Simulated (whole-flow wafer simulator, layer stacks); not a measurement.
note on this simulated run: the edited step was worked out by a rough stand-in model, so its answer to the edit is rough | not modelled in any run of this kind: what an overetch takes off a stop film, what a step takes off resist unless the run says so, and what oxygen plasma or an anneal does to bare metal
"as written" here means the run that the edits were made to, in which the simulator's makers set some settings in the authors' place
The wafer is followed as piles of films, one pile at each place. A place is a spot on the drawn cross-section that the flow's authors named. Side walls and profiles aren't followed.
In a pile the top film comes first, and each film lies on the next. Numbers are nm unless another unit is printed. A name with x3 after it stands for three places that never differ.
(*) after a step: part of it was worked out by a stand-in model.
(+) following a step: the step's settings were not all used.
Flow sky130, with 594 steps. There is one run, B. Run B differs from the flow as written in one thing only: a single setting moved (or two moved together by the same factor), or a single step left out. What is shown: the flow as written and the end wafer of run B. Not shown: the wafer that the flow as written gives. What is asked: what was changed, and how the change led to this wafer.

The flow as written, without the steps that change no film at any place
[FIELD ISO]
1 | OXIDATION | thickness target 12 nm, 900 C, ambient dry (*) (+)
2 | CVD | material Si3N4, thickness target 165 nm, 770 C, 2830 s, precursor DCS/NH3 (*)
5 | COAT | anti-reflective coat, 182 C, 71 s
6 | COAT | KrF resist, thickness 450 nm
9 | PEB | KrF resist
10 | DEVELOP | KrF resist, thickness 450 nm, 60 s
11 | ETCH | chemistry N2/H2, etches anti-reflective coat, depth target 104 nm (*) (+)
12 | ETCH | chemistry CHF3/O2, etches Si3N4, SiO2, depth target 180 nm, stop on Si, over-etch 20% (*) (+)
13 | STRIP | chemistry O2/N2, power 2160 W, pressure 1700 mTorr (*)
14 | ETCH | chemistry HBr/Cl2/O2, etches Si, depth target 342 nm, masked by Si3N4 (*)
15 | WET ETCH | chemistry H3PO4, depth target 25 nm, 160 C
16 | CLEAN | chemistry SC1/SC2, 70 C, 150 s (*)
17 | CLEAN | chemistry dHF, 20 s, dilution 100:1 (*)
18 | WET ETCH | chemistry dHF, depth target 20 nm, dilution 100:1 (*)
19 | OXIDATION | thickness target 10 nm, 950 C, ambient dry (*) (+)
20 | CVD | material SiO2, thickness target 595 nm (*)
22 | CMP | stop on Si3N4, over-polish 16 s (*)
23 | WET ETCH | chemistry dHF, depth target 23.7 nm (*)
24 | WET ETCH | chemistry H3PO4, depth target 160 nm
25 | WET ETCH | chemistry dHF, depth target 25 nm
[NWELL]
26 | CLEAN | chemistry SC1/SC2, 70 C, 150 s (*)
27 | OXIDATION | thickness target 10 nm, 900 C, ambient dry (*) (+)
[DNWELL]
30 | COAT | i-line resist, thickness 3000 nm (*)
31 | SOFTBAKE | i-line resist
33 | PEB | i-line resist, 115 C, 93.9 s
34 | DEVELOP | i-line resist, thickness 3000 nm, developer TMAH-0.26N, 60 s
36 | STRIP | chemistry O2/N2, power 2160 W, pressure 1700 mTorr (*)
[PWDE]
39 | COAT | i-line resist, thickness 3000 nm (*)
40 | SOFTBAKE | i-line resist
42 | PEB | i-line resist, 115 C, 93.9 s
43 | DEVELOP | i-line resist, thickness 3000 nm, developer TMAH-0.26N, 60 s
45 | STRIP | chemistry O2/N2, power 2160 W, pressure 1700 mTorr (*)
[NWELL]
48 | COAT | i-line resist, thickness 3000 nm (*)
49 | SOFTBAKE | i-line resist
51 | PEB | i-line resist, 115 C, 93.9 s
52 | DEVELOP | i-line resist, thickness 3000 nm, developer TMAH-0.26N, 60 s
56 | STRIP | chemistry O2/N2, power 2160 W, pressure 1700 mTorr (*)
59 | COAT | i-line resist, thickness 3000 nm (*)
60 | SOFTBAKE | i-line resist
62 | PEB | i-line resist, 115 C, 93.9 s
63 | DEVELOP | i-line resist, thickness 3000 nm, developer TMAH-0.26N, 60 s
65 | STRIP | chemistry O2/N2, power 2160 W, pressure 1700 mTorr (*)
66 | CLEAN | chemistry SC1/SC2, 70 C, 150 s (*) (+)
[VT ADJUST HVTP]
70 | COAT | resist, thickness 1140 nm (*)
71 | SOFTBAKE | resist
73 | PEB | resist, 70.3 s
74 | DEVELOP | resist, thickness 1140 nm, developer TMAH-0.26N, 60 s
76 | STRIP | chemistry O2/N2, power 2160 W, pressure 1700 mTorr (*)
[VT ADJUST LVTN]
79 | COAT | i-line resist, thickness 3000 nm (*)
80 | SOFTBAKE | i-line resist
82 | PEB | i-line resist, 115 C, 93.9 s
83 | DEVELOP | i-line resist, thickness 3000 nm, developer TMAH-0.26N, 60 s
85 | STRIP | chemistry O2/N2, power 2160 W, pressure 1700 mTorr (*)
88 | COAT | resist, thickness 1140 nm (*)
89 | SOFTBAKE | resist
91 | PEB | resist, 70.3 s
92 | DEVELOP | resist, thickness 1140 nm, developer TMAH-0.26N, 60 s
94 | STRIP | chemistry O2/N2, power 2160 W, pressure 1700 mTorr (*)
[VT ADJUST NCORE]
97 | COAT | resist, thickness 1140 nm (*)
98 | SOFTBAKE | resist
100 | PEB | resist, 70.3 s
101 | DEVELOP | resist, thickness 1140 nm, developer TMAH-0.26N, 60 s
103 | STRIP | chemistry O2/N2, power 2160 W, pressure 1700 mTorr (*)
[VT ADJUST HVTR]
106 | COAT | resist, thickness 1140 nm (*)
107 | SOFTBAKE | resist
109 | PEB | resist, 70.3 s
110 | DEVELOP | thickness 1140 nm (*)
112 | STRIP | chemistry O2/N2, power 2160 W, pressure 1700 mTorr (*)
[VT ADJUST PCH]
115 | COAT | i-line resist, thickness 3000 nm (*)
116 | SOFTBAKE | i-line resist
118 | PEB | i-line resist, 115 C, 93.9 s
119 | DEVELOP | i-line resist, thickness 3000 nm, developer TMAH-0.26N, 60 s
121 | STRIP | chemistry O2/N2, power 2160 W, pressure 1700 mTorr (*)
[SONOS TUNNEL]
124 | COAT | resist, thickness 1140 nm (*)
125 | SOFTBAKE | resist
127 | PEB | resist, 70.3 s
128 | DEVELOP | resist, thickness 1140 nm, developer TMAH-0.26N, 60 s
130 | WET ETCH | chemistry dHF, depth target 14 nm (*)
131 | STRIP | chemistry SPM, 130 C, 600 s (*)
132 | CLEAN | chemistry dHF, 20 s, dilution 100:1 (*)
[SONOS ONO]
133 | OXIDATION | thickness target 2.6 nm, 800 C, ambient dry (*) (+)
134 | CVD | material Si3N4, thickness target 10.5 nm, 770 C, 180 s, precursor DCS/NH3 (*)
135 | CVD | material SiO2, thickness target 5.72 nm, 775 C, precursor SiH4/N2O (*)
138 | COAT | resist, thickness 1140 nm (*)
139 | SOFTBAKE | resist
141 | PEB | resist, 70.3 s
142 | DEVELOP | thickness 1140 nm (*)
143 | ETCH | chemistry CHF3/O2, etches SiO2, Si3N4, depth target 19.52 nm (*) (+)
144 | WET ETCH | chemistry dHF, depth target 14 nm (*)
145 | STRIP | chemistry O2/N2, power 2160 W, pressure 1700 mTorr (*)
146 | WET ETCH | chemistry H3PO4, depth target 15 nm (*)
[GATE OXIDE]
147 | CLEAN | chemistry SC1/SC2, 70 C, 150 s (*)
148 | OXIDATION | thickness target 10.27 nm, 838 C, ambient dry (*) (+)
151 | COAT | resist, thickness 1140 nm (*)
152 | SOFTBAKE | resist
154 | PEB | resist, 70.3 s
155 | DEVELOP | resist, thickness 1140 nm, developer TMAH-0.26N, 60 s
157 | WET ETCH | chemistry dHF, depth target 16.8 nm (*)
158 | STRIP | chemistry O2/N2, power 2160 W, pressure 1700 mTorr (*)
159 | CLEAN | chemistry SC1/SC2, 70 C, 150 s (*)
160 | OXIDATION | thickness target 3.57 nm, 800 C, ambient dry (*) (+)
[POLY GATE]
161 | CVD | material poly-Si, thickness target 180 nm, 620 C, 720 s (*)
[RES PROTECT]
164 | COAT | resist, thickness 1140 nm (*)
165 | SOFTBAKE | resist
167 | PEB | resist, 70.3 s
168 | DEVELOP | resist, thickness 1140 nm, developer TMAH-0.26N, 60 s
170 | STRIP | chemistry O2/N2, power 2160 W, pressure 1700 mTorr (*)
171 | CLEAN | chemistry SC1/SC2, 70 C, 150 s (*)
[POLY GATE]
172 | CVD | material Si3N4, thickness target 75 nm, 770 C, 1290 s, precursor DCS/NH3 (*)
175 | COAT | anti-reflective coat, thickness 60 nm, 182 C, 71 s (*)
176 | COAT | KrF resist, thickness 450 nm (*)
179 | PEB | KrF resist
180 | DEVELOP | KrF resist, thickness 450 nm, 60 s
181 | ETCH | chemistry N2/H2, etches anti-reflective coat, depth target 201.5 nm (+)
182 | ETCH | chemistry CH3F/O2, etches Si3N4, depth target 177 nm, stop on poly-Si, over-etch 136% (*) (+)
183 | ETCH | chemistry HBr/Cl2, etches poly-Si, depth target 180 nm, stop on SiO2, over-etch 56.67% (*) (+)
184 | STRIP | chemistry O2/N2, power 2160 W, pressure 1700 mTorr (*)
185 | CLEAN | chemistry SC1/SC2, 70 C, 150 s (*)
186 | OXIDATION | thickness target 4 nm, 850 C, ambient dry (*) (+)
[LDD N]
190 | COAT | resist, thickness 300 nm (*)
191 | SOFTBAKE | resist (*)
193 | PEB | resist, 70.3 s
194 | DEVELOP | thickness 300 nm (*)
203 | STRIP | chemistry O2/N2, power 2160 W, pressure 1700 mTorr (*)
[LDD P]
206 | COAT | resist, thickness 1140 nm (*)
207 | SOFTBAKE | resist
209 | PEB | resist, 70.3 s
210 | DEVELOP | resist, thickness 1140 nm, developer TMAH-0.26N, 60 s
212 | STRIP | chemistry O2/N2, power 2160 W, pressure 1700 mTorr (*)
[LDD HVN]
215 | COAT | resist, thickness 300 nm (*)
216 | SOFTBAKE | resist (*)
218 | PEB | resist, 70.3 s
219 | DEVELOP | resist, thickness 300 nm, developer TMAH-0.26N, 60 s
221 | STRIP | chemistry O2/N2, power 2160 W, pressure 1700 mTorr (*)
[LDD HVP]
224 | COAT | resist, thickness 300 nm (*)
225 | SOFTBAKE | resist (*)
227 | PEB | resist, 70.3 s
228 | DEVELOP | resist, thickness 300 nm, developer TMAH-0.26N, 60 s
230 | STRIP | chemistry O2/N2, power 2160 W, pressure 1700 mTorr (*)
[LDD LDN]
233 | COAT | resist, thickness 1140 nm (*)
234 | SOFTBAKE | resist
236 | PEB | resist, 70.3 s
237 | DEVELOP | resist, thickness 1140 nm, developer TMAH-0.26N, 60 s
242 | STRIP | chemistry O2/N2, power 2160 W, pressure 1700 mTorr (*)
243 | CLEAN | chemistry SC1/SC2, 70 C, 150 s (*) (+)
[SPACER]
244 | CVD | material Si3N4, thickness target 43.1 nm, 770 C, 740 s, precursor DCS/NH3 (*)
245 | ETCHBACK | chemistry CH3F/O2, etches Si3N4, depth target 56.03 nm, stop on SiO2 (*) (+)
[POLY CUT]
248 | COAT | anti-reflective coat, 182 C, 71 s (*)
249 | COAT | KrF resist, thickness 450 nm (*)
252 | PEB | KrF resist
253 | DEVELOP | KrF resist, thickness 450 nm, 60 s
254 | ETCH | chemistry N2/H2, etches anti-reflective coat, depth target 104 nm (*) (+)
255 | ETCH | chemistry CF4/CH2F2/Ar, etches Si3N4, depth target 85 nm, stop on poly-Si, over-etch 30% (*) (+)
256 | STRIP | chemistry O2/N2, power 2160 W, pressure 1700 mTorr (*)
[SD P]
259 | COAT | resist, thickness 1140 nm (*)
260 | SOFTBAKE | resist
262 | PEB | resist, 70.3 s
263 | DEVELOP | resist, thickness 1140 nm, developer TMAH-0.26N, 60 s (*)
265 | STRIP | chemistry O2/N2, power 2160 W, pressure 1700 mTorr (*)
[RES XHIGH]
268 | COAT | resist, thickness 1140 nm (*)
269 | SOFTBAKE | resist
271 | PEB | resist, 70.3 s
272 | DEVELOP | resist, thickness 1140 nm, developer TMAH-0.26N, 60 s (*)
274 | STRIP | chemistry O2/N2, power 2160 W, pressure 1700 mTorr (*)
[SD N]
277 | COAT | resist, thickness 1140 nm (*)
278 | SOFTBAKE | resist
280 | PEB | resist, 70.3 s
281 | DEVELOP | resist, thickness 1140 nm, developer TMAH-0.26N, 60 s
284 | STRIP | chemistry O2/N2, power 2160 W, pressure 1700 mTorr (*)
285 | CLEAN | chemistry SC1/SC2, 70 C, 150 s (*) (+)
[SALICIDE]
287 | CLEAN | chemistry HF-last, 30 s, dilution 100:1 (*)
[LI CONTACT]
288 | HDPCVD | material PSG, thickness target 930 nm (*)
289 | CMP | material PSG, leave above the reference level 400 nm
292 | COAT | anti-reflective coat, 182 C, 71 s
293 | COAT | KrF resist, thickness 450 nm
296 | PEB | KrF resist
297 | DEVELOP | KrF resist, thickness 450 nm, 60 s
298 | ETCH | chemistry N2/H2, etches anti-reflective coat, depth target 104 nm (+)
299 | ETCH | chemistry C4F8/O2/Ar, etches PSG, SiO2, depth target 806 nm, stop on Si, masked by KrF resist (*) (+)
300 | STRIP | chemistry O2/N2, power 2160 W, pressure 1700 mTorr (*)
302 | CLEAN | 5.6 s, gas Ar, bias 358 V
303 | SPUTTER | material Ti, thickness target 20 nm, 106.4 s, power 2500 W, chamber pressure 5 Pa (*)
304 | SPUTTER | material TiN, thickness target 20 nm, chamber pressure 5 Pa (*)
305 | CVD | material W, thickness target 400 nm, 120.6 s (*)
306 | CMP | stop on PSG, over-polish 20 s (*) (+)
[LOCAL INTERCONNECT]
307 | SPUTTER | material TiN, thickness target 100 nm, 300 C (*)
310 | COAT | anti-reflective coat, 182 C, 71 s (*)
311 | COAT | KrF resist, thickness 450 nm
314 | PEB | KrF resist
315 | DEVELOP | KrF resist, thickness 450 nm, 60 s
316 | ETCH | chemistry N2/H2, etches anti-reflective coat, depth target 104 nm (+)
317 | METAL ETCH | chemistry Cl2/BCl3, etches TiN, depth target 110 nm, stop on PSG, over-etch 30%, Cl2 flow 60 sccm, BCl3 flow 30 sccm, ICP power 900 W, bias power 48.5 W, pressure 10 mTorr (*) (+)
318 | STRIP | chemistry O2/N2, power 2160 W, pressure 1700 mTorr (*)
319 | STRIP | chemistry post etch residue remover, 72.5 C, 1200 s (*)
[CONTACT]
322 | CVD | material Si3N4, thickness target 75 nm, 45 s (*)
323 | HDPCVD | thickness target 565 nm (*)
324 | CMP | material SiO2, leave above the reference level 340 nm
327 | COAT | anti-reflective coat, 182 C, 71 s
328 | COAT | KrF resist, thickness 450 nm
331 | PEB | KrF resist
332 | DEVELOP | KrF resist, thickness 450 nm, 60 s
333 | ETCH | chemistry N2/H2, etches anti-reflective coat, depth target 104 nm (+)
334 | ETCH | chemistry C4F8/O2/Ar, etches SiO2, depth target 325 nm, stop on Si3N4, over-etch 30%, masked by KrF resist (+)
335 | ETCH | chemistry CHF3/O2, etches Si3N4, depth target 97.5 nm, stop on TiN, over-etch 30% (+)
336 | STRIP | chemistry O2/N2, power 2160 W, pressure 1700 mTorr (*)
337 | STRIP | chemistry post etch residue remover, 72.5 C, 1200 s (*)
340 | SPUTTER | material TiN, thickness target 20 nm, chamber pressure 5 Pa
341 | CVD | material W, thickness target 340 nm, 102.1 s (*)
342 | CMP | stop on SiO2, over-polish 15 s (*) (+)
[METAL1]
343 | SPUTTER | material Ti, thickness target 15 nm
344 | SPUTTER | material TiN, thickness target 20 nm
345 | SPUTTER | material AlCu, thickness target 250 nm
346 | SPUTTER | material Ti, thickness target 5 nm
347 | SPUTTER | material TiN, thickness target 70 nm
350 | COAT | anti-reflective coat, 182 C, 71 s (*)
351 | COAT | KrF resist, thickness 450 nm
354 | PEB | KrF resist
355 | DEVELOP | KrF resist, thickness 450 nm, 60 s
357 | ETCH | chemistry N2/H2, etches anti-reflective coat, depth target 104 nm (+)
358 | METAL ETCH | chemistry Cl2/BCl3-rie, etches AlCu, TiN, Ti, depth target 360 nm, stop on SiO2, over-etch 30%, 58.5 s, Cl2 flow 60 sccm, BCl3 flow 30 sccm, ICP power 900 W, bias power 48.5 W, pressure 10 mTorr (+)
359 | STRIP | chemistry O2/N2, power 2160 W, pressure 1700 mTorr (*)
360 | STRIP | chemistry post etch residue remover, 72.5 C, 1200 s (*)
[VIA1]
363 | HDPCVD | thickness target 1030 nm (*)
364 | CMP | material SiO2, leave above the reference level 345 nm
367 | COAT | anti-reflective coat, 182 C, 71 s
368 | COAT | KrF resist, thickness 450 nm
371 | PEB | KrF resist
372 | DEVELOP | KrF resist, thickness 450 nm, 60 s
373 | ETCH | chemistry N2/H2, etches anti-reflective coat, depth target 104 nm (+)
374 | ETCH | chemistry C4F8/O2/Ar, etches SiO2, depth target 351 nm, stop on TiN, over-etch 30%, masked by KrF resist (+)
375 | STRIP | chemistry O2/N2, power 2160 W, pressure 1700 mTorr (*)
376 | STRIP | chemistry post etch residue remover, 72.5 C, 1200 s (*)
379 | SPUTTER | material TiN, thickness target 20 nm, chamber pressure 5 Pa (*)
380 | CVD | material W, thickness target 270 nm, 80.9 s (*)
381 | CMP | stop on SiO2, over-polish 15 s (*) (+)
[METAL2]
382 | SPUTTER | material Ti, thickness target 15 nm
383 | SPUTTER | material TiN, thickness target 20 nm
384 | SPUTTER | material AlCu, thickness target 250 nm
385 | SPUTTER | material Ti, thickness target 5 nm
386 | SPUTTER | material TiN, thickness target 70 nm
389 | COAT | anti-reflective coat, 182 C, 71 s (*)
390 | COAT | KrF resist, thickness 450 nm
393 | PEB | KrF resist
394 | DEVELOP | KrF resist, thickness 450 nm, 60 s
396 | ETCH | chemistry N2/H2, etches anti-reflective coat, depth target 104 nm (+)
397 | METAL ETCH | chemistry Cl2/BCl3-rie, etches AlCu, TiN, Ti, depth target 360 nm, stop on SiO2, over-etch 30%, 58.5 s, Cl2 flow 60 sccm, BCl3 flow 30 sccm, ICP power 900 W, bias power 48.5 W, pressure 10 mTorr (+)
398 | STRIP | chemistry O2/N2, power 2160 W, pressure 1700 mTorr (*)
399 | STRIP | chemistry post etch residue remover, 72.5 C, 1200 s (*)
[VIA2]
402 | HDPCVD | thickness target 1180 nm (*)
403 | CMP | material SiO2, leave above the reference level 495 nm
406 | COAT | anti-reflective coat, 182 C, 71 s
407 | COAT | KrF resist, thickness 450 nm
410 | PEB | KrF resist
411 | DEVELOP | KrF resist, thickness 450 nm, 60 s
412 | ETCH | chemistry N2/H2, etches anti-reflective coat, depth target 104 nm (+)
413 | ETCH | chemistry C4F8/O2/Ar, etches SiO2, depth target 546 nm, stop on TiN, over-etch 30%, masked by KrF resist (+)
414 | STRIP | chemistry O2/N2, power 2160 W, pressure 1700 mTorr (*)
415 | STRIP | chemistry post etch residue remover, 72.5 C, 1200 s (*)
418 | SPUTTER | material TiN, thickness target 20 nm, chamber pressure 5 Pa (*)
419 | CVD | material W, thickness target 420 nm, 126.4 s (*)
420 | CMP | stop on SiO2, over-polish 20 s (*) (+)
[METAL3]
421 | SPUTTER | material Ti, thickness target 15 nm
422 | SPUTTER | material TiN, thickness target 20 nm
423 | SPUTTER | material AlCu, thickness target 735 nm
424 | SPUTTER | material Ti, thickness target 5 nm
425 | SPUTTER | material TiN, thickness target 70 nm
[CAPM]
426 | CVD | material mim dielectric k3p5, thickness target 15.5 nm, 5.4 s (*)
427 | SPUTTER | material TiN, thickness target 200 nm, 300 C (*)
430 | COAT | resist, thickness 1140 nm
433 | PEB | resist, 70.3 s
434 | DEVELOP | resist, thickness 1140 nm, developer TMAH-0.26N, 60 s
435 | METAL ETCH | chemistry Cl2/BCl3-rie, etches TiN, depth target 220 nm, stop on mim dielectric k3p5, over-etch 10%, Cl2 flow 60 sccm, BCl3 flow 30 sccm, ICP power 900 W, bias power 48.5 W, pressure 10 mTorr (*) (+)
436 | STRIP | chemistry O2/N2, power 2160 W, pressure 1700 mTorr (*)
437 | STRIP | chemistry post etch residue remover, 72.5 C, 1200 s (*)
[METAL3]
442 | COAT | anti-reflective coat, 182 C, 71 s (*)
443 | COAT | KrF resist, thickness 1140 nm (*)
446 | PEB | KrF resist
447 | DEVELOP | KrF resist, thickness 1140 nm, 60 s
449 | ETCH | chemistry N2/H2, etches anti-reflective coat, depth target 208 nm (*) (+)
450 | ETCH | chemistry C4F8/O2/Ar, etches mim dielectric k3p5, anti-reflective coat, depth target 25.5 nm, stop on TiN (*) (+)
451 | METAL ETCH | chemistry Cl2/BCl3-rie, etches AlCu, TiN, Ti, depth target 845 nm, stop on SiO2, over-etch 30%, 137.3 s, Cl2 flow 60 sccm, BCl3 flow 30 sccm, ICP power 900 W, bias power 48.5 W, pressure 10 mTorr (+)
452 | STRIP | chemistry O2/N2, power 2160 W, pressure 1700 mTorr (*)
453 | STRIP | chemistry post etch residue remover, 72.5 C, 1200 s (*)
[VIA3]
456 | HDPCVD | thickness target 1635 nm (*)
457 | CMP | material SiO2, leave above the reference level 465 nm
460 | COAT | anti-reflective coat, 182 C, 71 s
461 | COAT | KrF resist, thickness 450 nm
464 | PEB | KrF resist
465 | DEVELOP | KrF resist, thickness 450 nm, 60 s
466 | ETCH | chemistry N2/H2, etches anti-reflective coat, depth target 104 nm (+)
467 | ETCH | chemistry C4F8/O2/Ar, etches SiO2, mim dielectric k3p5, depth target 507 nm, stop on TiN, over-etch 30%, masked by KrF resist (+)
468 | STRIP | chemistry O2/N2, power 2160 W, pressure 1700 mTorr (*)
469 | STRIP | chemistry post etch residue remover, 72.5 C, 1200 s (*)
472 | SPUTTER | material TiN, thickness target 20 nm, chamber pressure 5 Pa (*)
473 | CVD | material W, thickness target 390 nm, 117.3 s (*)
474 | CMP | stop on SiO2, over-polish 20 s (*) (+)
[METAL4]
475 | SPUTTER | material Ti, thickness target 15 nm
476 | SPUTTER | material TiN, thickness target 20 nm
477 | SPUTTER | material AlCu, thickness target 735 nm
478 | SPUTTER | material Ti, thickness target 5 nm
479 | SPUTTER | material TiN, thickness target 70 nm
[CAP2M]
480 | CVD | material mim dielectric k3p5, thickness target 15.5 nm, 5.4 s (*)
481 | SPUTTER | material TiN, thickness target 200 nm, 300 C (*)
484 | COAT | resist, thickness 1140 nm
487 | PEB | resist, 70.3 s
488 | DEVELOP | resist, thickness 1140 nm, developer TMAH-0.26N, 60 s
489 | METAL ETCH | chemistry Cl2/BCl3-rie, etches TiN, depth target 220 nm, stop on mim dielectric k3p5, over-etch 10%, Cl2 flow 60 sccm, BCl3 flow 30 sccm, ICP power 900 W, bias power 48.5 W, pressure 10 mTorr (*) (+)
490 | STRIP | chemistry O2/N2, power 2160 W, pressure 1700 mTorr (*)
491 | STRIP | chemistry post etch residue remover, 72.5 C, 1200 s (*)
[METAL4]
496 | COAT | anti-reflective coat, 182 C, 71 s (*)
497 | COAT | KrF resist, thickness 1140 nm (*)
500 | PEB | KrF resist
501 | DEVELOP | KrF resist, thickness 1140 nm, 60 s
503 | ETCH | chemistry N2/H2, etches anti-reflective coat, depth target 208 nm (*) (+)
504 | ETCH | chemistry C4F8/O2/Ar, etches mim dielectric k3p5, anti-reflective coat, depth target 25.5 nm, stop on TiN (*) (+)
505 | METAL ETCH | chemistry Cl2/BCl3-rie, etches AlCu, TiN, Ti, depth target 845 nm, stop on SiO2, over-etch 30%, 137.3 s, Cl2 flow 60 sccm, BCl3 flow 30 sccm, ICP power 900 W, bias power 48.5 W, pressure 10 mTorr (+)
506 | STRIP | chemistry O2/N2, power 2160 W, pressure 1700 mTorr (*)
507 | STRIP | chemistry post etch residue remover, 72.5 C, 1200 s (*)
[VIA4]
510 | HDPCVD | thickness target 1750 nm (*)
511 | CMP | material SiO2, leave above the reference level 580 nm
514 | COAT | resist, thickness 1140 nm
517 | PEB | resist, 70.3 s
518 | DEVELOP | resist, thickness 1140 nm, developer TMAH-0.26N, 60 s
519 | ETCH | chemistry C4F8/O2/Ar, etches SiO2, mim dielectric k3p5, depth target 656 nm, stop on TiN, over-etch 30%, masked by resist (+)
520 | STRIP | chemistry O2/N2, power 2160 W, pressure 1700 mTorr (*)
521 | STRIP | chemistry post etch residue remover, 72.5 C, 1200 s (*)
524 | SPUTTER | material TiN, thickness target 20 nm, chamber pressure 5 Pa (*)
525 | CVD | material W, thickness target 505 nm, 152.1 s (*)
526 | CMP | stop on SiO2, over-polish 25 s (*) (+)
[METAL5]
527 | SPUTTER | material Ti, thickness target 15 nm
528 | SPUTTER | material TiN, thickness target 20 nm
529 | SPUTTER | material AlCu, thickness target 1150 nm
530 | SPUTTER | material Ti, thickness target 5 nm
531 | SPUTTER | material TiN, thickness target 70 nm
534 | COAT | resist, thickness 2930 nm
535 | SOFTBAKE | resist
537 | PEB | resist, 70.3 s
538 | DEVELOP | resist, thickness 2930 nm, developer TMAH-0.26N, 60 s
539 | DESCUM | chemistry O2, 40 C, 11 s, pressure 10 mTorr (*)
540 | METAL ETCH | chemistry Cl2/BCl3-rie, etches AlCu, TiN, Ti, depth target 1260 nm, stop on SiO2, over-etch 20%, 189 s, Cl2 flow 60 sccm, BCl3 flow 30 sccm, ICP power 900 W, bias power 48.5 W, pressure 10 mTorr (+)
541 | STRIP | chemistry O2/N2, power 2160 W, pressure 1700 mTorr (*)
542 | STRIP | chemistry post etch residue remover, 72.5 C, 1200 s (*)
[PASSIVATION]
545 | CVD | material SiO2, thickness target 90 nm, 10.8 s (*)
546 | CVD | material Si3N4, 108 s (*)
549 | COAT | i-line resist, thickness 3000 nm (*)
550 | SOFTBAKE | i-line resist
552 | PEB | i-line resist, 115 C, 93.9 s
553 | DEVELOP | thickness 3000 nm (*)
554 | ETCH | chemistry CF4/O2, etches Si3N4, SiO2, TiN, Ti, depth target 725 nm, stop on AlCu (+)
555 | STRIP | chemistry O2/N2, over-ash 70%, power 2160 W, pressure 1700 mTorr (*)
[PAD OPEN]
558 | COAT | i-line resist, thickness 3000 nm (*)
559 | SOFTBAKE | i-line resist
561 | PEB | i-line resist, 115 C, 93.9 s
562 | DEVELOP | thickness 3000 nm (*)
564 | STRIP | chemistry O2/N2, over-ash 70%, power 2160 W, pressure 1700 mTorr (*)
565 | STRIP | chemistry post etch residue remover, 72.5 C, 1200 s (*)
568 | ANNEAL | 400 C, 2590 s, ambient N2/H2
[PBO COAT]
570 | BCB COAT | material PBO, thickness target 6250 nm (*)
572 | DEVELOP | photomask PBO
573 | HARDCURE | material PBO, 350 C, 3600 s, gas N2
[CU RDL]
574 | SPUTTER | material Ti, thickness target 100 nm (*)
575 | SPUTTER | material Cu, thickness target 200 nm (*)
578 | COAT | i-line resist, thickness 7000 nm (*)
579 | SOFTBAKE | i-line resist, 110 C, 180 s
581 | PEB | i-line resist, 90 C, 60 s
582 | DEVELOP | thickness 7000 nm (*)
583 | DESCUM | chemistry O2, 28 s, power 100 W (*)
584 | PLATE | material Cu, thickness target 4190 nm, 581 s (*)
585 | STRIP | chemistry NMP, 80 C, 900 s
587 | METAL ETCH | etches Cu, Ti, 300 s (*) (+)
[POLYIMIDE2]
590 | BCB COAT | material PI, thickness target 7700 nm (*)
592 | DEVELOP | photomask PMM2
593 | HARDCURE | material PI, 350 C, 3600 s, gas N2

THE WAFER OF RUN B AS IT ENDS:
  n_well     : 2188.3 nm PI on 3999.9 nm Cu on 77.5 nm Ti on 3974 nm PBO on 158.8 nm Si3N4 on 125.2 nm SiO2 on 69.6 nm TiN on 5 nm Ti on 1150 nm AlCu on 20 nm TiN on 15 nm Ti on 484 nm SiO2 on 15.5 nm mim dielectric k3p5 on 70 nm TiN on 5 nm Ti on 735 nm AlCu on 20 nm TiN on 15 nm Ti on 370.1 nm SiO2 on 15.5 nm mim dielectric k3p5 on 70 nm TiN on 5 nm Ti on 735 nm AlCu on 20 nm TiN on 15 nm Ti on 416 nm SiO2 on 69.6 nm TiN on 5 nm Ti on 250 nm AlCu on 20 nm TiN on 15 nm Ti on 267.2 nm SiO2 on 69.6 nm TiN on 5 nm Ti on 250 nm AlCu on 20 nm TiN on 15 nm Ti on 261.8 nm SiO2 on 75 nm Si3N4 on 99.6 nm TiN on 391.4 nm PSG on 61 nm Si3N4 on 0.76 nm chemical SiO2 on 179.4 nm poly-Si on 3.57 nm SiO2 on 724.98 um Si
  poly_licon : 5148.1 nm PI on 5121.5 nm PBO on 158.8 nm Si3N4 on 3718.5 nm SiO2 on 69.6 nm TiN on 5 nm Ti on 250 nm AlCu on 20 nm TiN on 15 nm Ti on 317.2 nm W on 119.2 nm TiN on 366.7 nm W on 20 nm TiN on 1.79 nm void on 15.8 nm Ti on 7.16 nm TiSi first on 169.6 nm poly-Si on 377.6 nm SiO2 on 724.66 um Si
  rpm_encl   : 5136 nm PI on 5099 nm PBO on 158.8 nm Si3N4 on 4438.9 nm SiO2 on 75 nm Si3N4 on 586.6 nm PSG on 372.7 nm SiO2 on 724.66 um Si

Cause: step 574, SPUTTER: thickness target 77.5 nm was run, whereas the flow has thickness target 100 nm.
The wafer lets one read it off: n_well has Ti 77.5, and step 574 as written asks for 100 nm.

The path from the change to this, step by step:
  574 | SPUTTER | material Ti, thickness target 100 nm (*)
      field, active, n_well and 190 more: +77.5 Ti (new film) (it would be, as written: +100 Ti (new film))
  587 | METAL ETCH | etches Cu, Ti, 300 s (*) (+)
      field, active, gate and 167 more: -200 Cu (all of it), -77.5 Ti (all of it) (it would be, as written: -200 Cu (all of it), -100 Ti (all of it))
  590 | BCB COAT | material PI, thickness target 7700 nm (*)
      de16_gate_nw: +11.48 um PI (new film) (it would be, as written: +11.5 um PI (new film))
